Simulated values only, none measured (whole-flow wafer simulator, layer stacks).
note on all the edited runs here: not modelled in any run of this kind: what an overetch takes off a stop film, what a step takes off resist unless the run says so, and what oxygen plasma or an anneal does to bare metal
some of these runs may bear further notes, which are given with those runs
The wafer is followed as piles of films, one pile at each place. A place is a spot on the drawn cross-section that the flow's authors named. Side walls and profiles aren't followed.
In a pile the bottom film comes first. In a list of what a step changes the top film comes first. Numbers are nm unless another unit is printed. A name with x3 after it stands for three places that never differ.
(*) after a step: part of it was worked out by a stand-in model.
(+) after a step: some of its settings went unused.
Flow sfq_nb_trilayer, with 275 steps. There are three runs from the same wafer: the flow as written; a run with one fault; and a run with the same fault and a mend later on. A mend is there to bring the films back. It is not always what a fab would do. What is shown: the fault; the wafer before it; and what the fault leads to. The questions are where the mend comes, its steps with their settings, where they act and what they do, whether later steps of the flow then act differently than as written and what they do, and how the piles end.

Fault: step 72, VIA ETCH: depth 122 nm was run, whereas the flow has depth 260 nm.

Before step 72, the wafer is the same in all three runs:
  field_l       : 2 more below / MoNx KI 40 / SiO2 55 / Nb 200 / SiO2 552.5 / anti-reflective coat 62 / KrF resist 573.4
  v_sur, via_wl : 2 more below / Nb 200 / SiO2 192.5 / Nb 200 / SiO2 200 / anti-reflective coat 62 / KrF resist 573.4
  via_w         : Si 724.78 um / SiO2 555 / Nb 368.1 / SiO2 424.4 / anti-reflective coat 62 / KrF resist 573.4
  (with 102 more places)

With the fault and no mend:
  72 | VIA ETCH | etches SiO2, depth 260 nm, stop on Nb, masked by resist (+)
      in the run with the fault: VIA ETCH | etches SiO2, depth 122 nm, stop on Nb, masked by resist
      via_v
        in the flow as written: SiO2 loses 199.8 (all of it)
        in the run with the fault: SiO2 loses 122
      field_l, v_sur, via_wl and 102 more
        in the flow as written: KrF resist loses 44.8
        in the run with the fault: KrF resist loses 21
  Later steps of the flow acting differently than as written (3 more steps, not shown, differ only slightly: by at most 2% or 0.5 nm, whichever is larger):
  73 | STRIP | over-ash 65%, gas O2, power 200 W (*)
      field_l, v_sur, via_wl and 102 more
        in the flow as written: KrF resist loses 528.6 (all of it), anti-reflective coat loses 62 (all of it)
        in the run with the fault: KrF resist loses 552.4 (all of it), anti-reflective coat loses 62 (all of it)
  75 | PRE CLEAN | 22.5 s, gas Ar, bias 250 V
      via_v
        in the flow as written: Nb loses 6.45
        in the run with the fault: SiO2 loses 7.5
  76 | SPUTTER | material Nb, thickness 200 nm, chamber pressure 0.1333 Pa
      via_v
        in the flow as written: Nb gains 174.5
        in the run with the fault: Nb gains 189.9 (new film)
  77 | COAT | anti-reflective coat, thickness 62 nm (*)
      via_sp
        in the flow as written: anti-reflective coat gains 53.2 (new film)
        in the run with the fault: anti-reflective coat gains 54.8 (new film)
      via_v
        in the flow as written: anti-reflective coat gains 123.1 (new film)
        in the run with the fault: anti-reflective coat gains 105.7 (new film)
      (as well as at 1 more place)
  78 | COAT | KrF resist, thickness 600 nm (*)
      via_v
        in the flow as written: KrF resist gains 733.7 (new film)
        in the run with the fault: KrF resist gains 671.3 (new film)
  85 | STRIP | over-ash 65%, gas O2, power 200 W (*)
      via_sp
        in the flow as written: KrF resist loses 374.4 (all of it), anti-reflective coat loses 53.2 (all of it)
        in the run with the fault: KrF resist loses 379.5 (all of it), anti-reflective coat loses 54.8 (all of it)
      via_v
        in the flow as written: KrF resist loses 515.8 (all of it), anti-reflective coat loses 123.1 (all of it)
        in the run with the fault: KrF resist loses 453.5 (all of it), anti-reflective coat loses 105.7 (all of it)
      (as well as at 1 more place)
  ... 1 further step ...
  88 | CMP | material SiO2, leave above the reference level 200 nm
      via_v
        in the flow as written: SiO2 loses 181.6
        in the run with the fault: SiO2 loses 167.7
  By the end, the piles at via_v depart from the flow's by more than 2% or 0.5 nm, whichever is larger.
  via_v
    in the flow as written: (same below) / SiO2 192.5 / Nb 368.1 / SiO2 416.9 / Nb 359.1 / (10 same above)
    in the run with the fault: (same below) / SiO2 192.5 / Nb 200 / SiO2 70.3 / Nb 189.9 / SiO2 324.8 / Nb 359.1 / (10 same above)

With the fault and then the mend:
  After step 73 comes the mend.
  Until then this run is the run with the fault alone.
  73a | COAT | anti-reflective coat, thickness 62 nm (*) (a further turn of the flow's step 65)
      p4_fl x3, p4_w1 x9, p4_g1 x2 and 63 more
        anti-reflective coat gains 62 (new film)
      ce_r, sp_r, be_r and 12 more
        anti-reflective coat gains 61.9 (new film)
      field_l, v_sur, gap, jj_sur, ce_l, c5j
        anti-reflective coat gains 61.8 (new film)
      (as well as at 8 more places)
  73b | COAT | KrF resist, thickness 650 nm (*) (a further turn of the flow's step 66)
      p4_fl x3, p4_w1 x9, p4_g1 x2 and 63 more
        KrF resist gains 650 (new film)
      moat, field_r, lsp_l, ln_m5, lsp_m, ln_m6, l0v
        KrF resist gains 649.7 (new film)
      be_r, r_sur
        KrF resist gains 649.5 (new film)
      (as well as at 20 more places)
  73c | SOFTBAKE | KrF resist (a further turn of the flow's step 67)
      leaves every film unchanged at each place that is followed
  73d | EXPOSE | photomask I1, dose 11.91 mJ/cm2, NA 0.6, wavelength 248 nm (*) (a further turn of the flow's step 68)
      leaves every film unchanged at each place that is followed
  73e | PEB | KrF resist, 90 s (a further turn of the flow's step 69)
      via_sp, wire, ce_l and 93 more
        KrF resist loses 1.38
      field_l, v_sur, via_wl, via_w, be, be_sur, gap, jj_sur
        KrF resist loses 1.37
      via_wr
        KrF resist loses 1.36
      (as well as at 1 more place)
  73f | DEVELOP | KrF resist, thickness 650 nm, 60 s (a further turn of the flow's step 70)
      field_l, v_sur, via_wl and 102 more
        KrF resist loses 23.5
      via_v
        KrF resist loses 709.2 (all of it)
  73g | VIA ETCH | etches anti-reflective coat, depth 125 nm, masked by resist (+) (a further turn of the flow's step 71)
      field_l, v_sur, via_wl and 102 more
        KrF resist loses 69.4
      via_v
        anti-reflective coat loses 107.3 (all of it)
  73h | VIA ETCH | etches SiO2, depth 138 nm, stop on Nb, masked by resist (+) (a further turn of the flow's step 72, with different settings)
      field_l, v_sur, via_wl and 102 more
        KrF resist loses 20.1
      via_v
        SiO2 loses 77.8 (all of it)
  73i | STRIP | over-ash 65%, gas O2, power 200 W (*) (a further turn of the flow's step 73)
      p4_fl x3, p4_w1 x9, p4_g1 x2 and 63 more
        KrF resist loses 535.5 (all of it), anti-reflective coat loses 62 (all of it)
      ln_m5, lsp_m, ln_m6, lsp_r, l0_sur, l0v
        KrF resist loses 535.3 (all of it), anti-reflective coat loses 61.9 (all of it)
      r_end, moat, field_r, lsp_l
        KrF resist loses 535.2 (all of it), anti-reflective coat loses 61.9 (all of it)
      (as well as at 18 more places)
  None of the later steps of the flow differs from how it acts as written, at any place that is followed, by more than 2% or 0.5 nm, whichever is larger.
  When the end is reached, the piles differ only a little from the flow's at the places that both follow, at most by 2% or 0.5 nm, whichever is larger.
